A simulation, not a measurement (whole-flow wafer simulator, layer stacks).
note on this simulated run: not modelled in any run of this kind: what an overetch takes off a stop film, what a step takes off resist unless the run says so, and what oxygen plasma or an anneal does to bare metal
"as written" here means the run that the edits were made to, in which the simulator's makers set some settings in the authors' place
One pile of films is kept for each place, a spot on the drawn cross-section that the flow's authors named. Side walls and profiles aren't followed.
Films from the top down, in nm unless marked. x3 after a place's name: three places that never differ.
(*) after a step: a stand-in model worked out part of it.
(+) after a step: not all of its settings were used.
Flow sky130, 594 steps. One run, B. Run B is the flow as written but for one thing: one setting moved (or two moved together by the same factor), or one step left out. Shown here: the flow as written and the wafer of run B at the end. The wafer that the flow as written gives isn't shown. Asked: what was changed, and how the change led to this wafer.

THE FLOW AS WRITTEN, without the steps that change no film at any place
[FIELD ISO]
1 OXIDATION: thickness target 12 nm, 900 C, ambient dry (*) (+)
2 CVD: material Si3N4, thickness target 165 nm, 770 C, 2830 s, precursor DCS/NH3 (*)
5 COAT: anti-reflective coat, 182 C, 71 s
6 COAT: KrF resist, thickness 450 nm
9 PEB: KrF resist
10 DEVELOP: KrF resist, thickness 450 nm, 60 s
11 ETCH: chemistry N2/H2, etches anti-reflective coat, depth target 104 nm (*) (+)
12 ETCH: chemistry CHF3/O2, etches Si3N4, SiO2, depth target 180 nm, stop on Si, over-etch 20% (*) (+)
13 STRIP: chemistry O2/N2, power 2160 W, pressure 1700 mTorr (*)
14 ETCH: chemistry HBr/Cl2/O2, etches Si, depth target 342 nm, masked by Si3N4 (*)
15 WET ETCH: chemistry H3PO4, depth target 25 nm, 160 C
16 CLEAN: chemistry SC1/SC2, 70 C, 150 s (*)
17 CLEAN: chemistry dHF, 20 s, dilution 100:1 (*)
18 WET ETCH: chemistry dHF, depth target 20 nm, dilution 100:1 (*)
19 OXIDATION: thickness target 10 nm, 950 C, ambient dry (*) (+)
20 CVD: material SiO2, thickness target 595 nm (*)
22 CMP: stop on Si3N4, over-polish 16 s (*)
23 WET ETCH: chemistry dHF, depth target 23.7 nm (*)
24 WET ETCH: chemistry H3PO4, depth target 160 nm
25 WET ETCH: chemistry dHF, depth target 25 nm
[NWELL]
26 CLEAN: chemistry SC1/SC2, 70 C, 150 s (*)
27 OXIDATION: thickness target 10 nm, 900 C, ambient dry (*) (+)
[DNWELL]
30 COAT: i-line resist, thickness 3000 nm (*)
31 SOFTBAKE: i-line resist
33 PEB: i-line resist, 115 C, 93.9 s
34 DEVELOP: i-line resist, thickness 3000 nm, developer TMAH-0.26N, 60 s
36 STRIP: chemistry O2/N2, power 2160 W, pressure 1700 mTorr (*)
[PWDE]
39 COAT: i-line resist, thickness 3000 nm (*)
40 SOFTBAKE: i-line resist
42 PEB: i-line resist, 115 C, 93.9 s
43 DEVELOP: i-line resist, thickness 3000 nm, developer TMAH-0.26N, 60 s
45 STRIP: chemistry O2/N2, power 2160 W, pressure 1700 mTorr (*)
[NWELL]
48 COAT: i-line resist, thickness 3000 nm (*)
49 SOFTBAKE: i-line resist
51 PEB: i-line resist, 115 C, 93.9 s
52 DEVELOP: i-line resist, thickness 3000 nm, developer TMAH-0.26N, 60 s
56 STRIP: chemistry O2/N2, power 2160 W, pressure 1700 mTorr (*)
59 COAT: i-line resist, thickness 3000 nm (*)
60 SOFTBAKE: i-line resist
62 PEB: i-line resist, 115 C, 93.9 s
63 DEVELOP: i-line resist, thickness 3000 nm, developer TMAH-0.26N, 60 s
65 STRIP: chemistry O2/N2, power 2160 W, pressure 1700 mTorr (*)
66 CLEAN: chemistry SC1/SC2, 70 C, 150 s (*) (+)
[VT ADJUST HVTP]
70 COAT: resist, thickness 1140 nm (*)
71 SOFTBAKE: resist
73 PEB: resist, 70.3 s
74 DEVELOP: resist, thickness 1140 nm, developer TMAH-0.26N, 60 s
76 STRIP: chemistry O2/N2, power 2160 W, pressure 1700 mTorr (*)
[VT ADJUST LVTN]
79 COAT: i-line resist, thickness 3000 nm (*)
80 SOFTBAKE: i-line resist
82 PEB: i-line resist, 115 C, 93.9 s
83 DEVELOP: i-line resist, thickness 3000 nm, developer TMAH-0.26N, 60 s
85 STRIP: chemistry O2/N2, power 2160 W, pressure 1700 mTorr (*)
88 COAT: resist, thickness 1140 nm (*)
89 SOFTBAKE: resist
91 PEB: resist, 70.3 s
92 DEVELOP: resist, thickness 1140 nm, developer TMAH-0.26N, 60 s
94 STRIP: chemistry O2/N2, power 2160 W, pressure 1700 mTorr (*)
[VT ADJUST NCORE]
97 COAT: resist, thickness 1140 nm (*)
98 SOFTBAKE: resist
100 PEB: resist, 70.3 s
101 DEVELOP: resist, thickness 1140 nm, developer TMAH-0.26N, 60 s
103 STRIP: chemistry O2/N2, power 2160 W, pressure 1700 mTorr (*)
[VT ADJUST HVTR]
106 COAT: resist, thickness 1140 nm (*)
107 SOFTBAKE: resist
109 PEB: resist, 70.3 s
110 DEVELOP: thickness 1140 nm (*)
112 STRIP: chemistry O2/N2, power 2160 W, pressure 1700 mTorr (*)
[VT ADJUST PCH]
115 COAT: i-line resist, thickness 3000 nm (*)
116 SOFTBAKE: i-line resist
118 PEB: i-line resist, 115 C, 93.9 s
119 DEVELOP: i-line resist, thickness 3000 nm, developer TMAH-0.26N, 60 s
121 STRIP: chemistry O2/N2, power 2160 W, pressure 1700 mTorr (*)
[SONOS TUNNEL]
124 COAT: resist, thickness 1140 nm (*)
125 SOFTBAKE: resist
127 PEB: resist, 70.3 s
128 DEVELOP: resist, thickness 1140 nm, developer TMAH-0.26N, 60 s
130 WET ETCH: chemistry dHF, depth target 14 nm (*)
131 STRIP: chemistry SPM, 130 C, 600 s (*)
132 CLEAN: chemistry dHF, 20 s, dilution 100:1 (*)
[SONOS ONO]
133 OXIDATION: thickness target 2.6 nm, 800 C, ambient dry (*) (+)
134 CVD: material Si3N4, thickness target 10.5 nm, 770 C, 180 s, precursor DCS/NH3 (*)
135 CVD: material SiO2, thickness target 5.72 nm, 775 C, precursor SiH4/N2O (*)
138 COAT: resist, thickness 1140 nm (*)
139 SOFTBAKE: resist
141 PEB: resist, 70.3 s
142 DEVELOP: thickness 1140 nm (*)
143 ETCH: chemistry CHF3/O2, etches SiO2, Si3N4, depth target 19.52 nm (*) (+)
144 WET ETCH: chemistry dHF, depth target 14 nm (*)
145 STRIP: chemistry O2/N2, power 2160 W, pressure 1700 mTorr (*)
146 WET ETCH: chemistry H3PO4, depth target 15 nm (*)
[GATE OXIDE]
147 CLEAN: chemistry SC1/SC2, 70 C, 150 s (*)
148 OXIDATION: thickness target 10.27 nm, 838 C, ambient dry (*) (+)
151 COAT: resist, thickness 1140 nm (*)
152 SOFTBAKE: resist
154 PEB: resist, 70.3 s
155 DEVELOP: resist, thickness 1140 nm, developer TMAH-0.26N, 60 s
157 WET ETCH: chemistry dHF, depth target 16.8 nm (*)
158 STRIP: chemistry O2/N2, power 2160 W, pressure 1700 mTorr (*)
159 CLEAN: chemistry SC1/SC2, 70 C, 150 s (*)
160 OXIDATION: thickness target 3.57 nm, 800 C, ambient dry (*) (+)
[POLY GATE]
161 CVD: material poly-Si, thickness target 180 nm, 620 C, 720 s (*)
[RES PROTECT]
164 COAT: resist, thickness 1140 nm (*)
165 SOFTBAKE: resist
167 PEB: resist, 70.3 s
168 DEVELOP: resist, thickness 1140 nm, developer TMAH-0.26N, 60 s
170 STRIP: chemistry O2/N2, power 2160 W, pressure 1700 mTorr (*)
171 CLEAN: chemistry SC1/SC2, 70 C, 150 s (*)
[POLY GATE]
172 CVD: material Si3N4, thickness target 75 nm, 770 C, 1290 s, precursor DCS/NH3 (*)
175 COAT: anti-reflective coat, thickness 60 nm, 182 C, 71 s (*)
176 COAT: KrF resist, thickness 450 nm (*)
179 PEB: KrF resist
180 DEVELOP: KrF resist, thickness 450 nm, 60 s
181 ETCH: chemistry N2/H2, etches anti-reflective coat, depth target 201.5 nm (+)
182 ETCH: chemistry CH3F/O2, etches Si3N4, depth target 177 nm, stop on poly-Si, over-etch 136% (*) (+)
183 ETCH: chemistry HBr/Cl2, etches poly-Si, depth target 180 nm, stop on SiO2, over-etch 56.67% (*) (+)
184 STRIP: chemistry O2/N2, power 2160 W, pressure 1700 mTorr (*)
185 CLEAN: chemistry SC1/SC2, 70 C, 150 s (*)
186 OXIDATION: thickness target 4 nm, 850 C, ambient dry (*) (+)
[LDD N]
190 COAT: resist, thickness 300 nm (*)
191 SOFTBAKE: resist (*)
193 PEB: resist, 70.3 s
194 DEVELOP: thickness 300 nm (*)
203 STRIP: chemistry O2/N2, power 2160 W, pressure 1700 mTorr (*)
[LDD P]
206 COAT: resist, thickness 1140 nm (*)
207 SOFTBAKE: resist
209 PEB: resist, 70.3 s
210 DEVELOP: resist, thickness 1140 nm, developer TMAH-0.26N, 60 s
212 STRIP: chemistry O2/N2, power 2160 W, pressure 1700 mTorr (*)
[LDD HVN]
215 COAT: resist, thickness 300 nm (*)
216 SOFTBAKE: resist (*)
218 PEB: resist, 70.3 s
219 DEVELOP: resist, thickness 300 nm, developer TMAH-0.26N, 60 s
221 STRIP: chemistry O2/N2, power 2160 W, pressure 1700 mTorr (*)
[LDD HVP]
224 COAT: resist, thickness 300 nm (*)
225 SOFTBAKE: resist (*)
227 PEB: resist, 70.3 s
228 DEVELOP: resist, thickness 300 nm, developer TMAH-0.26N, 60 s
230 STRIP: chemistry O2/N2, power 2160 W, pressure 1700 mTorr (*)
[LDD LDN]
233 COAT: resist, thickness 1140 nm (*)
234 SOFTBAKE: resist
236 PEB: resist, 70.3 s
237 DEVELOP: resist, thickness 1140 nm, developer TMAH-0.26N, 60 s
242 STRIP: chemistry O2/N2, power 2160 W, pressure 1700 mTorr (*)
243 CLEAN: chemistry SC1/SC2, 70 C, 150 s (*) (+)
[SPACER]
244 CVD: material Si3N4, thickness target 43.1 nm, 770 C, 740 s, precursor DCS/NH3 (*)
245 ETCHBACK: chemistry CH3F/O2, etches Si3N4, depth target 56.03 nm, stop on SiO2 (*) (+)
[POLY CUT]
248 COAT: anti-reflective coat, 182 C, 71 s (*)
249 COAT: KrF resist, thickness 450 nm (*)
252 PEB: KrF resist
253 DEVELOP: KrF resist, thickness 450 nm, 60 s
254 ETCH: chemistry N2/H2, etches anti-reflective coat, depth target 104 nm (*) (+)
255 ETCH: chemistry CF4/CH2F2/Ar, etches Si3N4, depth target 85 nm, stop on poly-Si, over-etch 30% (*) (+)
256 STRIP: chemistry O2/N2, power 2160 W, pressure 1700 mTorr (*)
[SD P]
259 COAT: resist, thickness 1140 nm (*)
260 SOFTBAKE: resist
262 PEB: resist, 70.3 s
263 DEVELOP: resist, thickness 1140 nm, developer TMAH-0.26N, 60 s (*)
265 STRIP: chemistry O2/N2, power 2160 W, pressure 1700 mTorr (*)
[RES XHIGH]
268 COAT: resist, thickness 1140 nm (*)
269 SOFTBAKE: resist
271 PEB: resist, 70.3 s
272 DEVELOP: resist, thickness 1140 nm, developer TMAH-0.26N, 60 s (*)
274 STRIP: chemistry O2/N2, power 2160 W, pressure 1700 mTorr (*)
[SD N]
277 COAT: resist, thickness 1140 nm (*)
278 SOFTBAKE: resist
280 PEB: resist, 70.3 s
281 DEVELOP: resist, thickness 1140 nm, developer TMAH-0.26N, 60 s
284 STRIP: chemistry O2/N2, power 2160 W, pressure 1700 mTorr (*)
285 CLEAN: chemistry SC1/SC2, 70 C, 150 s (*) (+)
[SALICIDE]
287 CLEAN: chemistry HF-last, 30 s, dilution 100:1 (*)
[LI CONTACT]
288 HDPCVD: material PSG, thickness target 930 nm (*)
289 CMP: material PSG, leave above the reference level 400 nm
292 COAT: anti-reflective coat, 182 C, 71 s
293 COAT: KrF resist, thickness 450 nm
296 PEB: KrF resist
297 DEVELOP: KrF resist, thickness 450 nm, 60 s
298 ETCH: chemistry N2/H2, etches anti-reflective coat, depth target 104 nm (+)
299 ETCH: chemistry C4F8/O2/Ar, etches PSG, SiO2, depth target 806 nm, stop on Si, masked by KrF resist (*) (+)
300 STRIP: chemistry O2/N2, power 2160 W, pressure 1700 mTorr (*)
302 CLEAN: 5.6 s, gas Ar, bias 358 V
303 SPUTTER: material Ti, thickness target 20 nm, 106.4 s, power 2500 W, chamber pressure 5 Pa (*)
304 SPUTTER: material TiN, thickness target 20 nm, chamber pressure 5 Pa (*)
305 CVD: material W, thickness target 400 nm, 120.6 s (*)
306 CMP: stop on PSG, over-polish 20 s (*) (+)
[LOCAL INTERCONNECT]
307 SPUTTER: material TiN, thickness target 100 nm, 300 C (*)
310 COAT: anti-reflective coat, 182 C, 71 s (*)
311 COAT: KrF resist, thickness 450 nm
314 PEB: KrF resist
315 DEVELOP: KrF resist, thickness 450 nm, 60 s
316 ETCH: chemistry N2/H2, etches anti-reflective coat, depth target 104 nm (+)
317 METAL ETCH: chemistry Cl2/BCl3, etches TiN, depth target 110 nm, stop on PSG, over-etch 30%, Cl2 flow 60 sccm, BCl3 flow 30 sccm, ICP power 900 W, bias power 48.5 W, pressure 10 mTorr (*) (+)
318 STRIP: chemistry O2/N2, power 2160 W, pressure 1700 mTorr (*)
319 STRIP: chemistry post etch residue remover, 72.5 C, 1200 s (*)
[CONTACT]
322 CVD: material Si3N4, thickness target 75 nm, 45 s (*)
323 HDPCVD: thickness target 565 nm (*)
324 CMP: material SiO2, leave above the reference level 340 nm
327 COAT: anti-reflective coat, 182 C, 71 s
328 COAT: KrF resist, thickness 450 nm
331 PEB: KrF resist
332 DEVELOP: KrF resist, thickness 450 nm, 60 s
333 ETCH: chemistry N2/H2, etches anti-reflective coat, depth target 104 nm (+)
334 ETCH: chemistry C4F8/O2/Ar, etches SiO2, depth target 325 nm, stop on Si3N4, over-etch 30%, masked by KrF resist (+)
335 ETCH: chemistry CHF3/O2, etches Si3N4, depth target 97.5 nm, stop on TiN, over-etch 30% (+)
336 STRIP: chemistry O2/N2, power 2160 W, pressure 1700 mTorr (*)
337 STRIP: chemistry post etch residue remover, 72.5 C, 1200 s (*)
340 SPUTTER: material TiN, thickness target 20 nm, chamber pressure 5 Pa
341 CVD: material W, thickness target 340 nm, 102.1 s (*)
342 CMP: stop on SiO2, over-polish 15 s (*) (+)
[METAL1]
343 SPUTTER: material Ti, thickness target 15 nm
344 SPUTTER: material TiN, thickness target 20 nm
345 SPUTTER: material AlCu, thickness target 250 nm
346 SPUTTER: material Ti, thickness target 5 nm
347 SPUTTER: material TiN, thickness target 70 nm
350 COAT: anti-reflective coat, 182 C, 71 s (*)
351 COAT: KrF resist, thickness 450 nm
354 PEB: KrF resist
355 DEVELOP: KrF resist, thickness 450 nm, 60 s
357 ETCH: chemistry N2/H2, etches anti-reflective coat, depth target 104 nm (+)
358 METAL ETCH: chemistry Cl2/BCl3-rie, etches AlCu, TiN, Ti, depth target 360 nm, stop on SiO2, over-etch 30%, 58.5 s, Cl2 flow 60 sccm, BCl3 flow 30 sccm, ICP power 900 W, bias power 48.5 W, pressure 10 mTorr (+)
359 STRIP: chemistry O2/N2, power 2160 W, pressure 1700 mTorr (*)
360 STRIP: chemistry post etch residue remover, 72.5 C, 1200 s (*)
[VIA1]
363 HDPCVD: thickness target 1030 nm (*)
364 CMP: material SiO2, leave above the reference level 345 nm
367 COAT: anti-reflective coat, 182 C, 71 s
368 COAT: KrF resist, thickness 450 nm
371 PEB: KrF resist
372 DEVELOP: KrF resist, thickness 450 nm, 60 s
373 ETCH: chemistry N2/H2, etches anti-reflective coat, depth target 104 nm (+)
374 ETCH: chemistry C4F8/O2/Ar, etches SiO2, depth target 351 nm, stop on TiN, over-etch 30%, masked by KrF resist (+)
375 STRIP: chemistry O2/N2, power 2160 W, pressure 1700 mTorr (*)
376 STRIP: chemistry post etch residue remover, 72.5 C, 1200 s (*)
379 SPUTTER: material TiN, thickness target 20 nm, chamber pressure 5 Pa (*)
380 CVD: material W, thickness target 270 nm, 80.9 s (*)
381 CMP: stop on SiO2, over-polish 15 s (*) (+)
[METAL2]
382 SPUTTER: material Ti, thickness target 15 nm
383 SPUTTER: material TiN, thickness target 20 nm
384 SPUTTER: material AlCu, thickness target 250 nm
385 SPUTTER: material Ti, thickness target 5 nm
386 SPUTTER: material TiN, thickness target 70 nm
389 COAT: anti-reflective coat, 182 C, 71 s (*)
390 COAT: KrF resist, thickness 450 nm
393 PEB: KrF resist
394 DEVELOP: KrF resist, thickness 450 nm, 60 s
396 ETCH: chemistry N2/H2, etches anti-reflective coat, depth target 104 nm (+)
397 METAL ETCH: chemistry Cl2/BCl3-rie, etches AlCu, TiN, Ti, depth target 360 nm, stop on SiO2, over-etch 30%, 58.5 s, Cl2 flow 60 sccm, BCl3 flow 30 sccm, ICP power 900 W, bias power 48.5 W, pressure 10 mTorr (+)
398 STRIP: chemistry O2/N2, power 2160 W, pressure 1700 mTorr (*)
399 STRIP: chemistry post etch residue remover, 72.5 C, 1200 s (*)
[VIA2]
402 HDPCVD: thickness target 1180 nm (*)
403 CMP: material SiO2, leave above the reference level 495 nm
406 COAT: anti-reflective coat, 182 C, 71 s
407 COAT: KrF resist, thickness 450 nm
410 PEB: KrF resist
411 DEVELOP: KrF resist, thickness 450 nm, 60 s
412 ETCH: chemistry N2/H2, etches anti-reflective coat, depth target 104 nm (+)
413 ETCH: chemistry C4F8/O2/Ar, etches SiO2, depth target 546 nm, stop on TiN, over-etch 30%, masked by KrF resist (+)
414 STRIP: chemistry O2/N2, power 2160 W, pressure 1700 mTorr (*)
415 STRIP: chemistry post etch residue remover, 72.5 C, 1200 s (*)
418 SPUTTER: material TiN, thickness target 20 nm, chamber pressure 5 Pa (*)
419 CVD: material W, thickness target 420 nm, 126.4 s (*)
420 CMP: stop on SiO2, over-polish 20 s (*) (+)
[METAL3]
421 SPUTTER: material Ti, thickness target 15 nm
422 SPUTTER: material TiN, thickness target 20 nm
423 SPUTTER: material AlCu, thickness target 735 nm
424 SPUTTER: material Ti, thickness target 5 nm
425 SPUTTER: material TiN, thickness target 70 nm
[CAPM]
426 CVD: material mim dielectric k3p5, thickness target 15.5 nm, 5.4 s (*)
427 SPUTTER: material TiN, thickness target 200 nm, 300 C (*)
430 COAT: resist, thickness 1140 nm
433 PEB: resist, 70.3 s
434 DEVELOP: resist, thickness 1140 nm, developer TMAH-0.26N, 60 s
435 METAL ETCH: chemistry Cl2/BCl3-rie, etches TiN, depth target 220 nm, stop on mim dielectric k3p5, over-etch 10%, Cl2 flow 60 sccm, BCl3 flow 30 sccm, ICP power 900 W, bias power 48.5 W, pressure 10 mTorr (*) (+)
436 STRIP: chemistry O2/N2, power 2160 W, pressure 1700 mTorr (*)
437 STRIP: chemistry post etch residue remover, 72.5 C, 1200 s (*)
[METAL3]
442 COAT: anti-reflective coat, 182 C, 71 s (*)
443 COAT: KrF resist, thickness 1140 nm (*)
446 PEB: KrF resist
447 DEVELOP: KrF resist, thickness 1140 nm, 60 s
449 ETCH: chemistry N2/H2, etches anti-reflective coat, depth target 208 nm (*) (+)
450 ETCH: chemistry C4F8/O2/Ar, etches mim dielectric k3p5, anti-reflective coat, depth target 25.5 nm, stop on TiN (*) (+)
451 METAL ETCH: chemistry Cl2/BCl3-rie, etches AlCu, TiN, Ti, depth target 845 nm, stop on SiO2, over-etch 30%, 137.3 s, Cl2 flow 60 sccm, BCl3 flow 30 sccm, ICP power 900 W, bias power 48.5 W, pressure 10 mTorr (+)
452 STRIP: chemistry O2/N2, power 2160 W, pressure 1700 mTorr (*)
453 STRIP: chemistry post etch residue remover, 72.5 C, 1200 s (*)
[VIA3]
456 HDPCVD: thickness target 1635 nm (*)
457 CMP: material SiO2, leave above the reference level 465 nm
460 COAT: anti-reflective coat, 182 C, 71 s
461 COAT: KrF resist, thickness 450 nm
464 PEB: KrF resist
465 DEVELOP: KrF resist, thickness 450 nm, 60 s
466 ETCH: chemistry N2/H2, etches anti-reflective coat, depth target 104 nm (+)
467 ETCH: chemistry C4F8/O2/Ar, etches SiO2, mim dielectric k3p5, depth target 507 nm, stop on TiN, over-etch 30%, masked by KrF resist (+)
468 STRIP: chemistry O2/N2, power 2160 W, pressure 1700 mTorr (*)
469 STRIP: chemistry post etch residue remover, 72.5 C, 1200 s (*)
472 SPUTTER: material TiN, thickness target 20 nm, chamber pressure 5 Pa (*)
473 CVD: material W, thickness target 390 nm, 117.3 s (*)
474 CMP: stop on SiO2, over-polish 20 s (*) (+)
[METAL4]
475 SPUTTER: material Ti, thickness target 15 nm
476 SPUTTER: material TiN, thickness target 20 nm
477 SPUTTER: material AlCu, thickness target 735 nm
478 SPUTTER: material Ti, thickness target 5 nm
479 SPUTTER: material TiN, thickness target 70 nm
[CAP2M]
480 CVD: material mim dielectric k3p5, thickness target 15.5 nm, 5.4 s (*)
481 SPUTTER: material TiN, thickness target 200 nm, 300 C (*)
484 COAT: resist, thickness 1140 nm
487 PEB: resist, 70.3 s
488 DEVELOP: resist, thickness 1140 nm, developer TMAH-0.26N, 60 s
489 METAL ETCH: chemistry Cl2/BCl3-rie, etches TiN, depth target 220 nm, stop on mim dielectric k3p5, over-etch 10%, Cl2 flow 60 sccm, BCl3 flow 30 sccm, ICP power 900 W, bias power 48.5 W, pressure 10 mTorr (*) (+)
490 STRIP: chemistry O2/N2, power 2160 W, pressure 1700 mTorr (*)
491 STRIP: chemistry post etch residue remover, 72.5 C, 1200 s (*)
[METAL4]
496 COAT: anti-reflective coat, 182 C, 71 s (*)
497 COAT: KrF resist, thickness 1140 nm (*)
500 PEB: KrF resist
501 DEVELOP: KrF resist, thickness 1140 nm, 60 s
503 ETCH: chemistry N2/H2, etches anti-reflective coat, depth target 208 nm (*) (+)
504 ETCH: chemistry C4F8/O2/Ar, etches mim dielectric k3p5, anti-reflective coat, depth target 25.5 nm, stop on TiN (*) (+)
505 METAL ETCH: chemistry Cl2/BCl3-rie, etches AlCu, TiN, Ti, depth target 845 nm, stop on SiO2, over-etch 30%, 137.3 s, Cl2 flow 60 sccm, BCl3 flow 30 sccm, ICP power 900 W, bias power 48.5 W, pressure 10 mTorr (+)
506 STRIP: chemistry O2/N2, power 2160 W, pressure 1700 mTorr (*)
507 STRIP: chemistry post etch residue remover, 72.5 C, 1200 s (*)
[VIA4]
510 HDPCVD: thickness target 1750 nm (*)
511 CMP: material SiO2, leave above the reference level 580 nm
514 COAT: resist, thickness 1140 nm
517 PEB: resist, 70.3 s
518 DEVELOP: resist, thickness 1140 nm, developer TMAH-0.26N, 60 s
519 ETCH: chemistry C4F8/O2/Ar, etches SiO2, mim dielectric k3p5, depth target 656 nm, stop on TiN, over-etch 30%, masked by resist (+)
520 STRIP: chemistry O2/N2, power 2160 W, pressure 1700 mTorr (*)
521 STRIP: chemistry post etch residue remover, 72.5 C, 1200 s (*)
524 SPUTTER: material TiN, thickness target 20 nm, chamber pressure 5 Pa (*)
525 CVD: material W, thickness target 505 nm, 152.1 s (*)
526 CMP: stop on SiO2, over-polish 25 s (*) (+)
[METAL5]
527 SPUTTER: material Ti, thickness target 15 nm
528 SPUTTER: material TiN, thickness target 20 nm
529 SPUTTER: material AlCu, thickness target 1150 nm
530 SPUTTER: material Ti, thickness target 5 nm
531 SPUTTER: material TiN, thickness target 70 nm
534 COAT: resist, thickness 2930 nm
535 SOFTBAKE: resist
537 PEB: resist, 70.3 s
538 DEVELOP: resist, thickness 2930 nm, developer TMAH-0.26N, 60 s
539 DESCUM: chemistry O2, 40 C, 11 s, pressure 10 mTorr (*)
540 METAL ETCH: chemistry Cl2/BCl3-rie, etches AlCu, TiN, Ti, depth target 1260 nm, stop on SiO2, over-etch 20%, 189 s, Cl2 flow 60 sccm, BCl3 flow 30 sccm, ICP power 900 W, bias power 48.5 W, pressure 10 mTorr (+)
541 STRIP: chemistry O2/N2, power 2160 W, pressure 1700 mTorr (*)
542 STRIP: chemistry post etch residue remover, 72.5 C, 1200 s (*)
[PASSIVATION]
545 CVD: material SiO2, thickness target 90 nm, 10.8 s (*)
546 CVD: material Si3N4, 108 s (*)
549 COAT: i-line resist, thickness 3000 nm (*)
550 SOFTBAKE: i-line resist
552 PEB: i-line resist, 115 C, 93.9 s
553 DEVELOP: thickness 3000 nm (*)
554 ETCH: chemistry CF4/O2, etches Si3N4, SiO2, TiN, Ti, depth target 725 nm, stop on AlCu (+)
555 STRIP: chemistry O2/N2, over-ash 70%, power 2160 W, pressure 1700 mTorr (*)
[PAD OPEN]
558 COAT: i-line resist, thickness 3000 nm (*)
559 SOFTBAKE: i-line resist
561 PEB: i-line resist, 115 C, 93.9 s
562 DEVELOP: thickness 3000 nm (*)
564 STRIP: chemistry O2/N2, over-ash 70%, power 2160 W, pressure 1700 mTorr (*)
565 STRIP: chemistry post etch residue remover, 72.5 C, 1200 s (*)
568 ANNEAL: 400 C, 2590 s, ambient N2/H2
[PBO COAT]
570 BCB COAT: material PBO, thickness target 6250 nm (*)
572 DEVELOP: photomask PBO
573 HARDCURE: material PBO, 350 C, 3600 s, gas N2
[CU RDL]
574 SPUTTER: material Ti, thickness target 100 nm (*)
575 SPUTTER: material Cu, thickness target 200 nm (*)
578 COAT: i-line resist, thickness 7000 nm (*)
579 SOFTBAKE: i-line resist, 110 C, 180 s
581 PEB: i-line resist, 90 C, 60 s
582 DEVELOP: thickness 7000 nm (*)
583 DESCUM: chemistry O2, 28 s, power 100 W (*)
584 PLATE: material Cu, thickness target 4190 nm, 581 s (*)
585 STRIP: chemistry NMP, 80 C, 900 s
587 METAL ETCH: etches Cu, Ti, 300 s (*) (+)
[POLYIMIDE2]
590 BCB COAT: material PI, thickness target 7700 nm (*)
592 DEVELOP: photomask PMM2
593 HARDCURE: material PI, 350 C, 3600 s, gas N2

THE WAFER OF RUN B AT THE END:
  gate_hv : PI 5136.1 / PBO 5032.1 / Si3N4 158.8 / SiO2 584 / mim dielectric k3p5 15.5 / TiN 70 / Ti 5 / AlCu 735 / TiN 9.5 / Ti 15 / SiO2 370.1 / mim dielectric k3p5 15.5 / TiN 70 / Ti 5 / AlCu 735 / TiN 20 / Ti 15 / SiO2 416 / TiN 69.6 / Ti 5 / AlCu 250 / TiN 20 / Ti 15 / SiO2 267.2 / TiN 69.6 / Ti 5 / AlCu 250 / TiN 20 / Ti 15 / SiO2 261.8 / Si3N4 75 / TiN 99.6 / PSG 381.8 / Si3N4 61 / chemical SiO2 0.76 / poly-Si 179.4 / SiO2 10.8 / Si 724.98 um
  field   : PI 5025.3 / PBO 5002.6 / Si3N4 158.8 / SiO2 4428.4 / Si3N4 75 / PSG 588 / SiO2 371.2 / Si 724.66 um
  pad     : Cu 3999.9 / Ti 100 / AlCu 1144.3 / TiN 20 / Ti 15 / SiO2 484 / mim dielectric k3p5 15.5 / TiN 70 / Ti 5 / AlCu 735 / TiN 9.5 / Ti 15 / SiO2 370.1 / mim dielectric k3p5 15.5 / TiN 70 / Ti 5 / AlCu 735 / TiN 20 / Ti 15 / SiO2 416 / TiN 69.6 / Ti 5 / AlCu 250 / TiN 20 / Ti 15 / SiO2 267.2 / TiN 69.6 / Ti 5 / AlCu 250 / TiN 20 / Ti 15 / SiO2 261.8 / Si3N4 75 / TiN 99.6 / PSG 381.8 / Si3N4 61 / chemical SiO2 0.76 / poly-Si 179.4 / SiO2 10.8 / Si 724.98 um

The cause: step 476, SPUTTER: thickness target 9.5 nm was run, where the flow has thickness target 20 nm.
It can be read off the wafer: gate_hv has TiN 9.5, and step 476 as written asks for 20 nm.

How the change led to this, step by step:
  476 SPUTTER: material TiN, thickness target 20 nm
      field, active, n_well and 189 more: TiN +9.5 (new film) (as written it would be: TiN +20 (new film))
  505 METAL ETCH: chemistry Cl2/BCl3-rie, etches AlCu, TiN, Ti, depth target 845 nm, stop on SiO2, over-etch 30%, 137.3 s, Cl2 flow 60 sccm, BCl3 flow 30 sccm, ICP power 900 W, bias power 48.5 W, pressure 10 mTorr (+)
      field, gate, spacer and 68 more: TiN -70 (all of it), Ti -5 (all of it), AlCu -735 (all of it), TiN -9.5 (all of it), Ti -15 (all of it), SiO2 -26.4 (as written it would be: TiN -70 (all of it), Ti -5 (all of it), AlCu -735 (all of it), TiN -20 (all of it), Ti -15 (all of it), SiO2 -25.4)
      active, vpp_iso1, mim_edge_plate and 14 more: TiN -70 (all of it), Ti -5 (all of it), AlCu -735 (all of it), TiN -9.5 (all of it), Ti -15 (all of it), SiO2 -26.4 (as written it would be: TiN -70 (all of it), Ti -5 (all of it), AlCu -735 (all of it), TiN -20 (all of it), Ti -15 (all of it), SiO2 -25.3)
  511 CMP: material SiO2, leave above the reference level 580 nm
      field, active, gate and 77 more: SiO2 -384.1 (as written it would be: SiO2 -374.7)
      iso_guard__w1, mim_edge_gap, vpp_l1ln, vpp_m3ln, rpm_encl, via2_enc, rpm_encl_psd, iso_guard_nsd_tip: SiO2 -384.1 (as written it would be: SiO2 -374.6)
